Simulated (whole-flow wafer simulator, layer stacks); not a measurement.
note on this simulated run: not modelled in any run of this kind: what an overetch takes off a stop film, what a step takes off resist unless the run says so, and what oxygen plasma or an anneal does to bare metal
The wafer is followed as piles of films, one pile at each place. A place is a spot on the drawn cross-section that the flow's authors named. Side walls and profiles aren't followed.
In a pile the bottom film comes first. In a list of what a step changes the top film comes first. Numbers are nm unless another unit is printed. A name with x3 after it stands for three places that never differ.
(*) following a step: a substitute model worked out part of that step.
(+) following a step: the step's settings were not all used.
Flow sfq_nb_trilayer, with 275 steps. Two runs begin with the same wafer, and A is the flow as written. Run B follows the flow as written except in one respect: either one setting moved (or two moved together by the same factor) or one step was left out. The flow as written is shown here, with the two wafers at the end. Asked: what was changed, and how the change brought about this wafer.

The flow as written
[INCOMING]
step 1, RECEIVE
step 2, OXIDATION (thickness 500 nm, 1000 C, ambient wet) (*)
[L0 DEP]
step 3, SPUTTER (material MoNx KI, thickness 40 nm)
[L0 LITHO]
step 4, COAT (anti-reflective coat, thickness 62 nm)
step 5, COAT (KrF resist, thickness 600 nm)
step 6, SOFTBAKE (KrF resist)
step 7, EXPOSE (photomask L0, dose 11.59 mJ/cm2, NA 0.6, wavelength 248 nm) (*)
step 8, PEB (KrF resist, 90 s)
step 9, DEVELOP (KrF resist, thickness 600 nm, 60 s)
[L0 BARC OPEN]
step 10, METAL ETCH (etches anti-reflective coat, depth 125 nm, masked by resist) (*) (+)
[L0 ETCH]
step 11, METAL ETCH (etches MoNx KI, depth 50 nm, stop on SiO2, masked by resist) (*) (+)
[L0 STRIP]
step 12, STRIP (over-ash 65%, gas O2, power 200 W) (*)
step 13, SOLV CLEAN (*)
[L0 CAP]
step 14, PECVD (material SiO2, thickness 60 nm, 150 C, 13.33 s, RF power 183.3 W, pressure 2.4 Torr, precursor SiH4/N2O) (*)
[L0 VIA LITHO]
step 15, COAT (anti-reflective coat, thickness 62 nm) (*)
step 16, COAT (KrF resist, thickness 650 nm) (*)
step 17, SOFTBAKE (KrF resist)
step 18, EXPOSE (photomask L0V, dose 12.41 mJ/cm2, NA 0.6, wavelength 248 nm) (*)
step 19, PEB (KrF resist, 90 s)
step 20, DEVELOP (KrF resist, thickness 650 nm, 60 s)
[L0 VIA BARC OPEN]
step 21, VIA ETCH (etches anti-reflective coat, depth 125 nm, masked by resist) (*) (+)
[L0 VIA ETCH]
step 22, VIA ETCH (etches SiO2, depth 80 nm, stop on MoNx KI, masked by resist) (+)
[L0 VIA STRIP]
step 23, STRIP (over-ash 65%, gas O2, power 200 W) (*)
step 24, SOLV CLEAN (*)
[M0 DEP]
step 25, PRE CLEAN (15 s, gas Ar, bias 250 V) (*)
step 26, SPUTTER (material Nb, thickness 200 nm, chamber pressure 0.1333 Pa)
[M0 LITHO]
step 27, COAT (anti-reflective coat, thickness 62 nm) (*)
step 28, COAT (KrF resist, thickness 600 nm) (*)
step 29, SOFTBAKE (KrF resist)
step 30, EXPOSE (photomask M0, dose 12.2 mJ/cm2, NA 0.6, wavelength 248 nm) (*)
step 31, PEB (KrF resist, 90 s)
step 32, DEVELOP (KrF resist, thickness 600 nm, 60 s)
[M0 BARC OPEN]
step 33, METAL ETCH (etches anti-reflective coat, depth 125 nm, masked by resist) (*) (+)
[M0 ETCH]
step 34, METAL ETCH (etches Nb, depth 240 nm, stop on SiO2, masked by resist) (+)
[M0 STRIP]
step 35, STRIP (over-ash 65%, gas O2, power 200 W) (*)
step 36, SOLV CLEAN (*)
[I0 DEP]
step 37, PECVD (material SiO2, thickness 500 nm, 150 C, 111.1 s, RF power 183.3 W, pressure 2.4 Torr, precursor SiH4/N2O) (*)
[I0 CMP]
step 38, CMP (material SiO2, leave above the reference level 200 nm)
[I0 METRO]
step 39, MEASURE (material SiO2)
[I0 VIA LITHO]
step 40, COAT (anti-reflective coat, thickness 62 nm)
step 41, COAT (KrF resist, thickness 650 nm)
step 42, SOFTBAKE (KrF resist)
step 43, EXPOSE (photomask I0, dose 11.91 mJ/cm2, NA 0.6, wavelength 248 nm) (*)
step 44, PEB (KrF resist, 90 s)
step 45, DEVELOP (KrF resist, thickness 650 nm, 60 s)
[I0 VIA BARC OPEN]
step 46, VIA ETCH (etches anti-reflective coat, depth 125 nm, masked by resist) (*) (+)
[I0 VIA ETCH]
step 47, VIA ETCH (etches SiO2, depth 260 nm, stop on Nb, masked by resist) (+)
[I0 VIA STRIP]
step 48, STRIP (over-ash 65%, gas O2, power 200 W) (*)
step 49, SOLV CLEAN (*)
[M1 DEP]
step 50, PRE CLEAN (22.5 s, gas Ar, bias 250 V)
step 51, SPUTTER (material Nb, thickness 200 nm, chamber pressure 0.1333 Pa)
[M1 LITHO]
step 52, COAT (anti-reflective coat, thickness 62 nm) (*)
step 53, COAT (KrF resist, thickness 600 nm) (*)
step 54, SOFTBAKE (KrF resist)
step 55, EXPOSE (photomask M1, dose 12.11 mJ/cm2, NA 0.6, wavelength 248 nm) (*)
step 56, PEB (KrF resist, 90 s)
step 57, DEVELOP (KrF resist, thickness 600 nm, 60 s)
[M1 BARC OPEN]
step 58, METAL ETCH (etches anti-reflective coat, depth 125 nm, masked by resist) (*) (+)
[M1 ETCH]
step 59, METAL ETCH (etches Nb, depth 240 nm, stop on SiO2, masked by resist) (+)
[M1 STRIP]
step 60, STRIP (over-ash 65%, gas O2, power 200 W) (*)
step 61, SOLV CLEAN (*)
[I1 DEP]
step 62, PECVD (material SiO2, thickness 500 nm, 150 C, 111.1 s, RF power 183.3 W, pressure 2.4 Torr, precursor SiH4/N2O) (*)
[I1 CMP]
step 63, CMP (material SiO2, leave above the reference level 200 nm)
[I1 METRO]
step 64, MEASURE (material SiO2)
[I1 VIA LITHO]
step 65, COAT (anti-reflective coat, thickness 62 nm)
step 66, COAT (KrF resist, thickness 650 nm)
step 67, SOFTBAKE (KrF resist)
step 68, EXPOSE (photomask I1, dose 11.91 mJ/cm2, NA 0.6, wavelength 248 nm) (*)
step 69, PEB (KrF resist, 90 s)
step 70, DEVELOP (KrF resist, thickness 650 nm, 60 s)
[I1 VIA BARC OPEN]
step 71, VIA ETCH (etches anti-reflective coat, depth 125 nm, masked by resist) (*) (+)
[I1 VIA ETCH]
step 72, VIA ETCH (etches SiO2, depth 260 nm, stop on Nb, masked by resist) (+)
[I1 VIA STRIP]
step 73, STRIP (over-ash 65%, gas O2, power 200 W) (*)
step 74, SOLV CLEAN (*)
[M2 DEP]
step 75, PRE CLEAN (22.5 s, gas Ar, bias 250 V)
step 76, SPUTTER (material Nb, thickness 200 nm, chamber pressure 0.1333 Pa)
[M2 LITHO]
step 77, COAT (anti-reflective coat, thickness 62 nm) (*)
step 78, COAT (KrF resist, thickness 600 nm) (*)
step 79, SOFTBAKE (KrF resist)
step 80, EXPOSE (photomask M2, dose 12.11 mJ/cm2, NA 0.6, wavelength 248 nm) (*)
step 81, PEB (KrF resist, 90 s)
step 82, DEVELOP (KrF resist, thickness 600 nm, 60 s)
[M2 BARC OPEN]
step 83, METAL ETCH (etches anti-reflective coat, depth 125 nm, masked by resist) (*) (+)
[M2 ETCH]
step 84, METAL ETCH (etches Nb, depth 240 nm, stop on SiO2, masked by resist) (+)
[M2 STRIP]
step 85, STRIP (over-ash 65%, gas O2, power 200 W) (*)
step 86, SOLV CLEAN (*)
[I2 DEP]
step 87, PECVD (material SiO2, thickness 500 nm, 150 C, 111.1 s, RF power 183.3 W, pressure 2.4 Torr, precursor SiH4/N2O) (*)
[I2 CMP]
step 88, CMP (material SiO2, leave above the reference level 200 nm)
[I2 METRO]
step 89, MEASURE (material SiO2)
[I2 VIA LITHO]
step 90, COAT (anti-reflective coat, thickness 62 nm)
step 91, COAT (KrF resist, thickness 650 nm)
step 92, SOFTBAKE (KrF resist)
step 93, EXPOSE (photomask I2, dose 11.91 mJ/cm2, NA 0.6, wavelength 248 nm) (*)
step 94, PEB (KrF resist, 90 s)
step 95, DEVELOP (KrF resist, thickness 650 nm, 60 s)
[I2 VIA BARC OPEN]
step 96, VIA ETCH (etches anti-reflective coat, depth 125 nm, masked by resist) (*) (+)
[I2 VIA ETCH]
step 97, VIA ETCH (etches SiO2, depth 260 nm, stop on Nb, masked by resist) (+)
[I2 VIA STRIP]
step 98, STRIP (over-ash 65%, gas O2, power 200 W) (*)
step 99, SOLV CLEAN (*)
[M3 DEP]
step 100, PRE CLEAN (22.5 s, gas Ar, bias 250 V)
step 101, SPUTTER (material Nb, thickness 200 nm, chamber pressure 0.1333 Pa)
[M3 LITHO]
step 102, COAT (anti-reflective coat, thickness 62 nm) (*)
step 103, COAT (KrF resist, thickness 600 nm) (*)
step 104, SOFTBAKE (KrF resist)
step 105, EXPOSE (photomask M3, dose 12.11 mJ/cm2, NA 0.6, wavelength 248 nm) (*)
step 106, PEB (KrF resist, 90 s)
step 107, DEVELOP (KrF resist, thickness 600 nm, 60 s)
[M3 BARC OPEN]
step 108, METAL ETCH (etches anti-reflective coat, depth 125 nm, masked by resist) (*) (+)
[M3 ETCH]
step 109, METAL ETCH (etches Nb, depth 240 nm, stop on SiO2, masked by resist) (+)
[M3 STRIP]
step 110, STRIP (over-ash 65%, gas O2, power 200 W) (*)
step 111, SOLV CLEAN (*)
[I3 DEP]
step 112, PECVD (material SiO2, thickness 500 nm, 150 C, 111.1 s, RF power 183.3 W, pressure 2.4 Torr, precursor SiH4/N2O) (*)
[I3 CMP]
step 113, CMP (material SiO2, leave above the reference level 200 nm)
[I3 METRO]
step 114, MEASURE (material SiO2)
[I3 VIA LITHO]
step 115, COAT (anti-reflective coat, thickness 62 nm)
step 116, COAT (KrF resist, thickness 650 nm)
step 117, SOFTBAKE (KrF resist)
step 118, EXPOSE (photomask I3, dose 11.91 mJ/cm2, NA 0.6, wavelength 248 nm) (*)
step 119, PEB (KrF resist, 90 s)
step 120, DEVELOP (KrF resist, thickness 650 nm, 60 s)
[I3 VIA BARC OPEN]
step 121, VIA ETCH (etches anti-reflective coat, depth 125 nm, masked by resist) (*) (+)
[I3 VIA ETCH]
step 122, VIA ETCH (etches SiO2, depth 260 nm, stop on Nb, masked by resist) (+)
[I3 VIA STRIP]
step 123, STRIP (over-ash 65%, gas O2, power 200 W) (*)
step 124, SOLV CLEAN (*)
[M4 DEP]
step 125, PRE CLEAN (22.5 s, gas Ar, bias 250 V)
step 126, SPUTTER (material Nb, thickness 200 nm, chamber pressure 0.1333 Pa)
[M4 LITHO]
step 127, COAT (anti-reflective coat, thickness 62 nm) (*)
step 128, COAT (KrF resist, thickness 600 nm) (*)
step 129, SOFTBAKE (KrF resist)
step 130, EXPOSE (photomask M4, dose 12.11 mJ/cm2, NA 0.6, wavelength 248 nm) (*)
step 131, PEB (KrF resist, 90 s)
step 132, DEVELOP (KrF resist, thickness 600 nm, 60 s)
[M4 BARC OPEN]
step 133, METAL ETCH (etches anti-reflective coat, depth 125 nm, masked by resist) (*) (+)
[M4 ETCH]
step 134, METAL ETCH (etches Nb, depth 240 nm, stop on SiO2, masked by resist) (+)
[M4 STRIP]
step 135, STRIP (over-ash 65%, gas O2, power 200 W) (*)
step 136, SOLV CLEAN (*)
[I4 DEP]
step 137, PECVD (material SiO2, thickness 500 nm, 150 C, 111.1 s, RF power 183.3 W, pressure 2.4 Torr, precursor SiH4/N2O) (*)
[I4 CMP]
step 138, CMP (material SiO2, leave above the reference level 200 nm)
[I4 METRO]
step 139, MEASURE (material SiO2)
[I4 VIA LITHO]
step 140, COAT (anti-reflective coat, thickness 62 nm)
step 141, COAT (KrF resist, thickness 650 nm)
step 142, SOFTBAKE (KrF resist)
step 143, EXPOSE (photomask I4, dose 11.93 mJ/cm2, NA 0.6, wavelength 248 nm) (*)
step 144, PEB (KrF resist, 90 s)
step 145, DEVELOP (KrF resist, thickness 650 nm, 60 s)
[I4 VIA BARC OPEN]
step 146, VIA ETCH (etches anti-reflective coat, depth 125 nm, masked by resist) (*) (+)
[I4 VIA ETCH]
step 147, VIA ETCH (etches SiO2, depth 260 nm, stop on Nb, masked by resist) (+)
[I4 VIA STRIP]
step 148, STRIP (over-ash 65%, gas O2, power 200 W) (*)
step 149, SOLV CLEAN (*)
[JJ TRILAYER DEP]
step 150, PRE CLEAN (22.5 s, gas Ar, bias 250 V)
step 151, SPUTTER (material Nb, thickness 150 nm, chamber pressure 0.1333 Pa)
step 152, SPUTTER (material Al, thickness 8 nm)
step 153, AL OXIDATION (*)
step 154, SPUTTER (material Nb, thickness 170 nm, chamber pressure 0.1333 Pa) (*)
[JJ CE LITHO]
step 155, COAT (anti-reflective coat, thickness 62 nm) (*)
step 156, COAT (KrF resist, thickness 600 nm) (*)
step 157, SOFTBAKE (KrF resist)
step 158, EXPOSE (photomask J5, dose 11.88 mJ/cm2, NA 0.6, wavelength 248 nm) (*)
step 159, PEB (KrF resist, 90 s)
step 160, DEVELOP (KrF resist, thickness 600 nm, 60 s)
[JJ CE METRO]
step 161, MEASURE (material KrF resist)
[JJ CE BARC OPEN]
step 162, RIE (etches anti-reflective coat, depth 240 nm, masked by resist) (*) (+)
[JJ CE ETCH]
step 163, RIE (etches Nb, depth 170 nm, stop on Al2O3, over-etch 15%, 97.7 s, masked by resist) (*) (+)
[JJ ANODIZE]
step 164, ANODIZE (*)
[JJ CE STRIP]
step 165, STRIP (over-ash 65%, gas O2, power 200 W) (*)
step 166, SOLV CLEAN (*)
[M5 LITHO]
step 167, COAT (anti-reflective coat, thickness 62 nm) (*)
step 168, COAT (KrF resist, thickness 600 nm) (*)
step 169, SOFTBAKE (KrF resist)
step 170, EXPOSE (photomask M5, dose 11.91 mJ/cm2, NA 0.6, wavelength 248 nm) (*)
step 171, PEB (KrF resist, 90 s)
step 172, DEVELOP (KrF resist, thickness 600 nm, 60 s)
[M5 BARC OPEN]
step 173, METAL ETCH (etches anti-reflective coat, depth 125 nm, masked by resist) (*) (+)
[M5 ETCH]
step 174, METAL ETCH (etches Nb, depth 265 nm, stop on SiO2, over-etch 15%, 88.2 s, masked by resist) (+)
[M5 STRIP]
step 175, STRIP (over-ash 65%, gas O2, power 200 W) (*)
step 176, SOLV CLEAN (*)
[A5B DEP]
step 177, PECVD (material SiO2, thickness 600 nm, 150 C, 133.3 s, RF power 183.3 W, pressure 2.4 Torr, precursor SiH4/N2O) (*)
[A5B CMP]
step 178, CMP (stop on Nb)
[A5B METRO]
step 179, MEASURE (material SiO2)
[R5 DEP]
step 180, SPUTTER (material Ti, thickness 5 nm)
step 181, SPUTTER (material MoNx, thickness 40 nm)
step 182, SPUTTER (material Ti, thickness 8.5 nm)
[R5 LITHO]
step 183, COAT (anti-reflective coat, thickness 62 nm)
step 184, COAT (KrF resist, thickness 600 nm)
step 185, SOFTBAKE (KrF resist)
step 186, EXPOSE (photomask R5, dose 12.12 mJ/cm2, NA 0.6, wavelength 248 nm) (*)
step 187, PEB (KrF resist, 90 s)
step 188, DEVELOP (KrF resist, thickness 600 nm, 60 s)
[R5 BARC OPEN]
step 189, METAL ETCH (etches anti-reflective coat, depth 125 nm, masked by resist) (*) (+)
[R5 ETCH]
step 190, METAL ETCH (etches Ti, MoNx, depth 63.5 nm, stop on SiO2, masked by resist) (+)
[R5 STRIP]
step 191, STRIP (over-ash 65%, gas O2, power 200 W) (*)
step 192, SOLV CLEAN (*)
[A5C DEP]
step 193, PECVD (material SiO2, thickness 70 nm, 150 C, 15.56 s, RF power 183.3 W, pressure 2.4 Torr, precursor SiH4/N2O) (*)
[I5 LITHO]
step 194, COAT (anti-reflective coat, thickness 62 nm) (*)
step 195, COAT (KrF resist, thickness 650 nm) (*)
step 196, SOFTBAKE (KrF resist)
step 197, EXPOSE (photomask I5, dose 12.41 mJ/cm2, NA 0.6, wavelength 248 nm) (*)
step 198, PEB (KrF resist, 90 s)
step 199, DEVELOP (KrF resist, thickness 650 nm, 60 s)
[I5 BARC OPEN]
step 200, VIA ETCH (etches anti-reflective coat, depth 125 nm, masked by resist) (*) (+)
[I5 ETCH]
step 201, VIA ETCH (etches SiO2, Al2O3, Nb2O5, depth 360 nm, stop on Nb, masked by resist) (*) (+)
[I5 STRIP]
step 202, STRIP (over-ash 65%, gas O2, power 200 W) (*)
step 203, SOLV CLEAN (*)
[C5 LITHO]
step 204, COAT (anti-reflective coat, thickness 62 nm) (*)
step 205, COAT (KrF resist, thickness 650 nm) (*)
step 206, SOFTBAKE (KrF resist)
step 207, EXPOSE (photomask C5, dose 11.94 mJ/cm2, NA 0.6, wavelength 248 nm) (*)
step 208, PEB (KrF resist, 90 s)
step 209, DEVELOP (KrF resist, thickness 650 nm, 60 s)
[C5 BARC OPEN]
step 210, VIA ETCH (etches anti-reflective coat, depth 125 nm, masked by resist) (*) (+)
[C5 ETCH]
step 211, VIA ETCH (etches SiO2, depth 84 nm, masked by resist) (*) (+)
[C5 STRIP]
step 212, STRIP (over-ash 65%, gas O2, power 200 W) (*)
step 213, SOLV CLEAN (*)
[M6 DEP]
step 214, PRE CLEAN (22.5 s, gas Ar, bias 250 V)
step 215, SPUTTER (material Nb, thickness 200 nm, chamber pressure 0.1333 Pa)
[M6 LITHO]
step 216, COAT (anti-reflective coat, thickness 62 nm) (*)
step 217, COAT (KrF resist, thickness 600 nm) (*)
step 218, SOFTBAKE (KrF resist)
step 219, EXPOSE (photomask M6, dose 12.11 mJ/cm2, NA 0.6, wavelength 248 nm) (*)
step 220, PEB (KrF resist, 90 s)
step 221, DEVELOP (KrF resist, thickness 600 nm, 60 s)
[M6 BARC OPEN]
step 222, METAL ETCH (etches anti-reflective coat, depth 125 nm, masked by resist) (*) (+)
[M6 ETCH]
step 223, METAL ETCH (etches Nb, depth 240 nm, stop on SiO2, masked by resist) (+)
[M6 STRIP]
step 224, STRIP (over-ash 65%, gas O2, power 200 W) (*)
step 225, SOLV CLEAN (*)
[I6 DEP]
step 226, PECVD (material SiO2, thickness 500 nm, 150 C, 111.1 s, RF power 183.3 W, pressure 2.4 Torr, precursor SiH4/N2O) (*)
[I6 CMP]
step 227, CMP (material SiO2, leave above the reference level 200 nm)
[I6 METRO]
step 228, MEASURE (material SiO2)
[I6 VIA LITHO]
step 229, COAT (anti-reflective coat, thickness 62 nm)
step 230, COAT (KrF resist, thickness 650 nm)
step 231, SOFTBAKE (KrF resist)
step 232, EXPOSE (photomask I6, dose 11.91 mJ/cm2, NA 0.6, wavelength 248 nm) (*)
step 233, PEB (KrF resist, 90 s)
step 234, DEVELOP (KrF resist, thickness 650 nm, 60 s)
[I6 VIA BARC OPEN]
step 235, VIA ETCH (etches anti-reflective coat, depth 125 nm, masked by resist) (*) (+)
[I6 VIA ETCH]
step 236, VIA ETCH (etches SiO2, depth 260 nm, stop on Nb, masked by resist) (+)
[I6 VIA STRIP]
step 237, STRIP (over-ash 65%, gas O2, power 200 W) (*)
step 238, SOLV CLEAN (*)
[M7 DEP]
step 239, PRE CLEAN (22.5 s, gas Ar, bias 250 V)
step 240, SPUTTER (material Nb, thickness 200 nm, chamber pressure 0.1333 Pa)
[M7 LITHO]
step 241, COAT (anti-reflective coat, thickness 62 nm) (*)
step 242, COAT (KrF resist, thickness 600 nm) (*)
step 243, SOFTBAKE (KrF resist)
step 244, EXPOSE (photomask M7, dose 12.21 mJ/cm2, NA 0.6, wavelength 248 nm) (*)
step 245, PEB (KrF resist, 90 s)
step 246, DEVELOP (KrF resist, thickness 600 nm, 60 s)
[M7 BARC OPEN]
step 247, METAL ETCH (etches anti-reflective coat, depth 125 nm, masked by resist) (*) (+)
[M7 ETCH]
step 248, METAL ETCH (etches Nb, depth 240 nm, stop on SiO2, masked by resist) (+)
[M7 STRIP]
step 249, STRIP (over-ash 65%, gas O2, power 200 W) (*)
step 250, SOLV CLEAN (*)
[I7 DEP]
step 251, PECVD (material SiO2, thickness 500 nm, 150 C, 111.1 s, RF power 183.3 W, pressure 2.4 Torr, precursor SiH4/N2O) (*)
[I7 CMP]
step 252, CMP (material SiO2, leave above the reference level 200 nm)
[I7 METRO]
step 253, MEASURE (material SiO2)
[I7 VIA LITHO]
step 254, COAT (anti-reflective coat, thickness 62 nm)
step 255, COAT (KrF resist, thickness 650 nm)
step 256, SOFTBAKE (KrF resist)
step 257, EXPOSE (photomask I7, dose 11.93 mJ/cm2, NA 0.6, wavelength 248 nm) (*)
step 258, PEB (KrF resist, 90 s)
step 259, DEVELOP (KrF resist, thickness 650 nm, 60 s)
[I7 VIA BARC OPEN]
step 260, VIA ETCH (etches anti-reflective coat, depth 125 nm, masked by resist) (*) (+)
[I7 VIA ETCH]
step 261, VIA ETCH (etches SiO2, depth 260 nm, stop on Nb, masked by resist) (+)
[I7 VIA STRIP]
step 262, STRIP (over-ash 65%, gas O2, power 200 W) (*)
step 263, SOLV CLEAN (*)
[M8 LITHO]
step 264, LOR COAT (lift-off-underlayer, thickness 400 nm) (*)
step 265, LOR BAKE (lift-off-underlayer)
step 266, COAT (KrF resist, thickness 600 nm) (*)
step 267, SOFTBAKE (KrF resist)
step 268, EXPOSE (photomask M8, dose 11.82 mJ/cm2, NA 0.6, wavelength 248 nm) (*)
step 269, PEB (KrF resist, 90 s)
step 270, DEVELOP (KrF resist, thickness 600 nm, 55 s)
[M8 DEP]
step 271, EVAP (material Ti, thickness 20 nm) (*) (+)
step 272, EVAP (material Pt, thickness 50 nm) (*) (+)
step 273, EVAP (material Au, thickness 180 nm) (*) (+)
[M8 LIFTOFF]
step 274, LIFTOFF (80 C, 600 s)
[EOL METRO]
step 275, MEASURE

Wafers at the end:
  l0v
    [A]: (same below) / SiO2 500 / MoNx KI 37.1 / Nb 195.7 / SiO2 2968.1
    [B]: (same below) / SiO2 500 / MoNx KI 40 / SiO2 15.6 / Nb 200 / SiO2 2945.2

What caused this: step 22, VIA ETCH: depth 39.2 nm was run, while the flow as written has depth 80 nm.

Step by step, how the change led to this:
  step 22, VIA ETCH (etches SiO2, depth 80 nm, stop on MoNx KI, masked by resist) (+)
      l0v: A SiO2 loses 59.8 (all of it) | B SiO2 loses 39.2
      field_l, v_sur, via_wl and 102 more: A KrF resist loses 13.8 | B KrF resist loses 6.76
  step 25, PRE CLEAN (15 s, gas Ar, bias 250 V) (*)
      l0v: A MoNx KI loses 2.91 | B SiO2 loses 5
  step 26, SPUTTER (material Nb, thickness 200 nm, chamber pressure 0.1333 Pa)
      l0v: A Nb gains 195.7 (new film) | B Nb gains 200 (new film)
  step 27, COAT (anti-reflective coat, thickness 62 nm) (*)
      l0_sur: A anti-reflective coat gains 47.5 (new film) | B anti-reflective coat gains 49.8 (new film)
      l0v: A anti-reflective coat gains 78 (new film) | B anti-reflective coat gains 71.9 (new film)
  step 35, STRIP (over-ash 65%, gas O2, power 200 W) (*)
      l0_sur: A KrF resist loses 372 (all of it), anti-reflective coat loses 47.5 (all of it) | B KrF resist loses 373.1 (all of it), anti-reflective coat loses 49.8 (all of it)
      l0v: A KrF resist loses 405.3 (all of it), anti-reflective coat loses 78 (all of it) | B KrF resist loses 393.2 (all of it), anti-reflective coat loses 71.9 (all of it)
  step 38, CMP (material SiO2, leave above the reference level 200 nm)
      l0v: A SiO2 loses 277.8 | B SiO2 loses 300.6
With metal films that touch counted as one body, l0v has 2 bodies (between them, from the top down: SiO2 15.6); the flow as written gives 1 body.
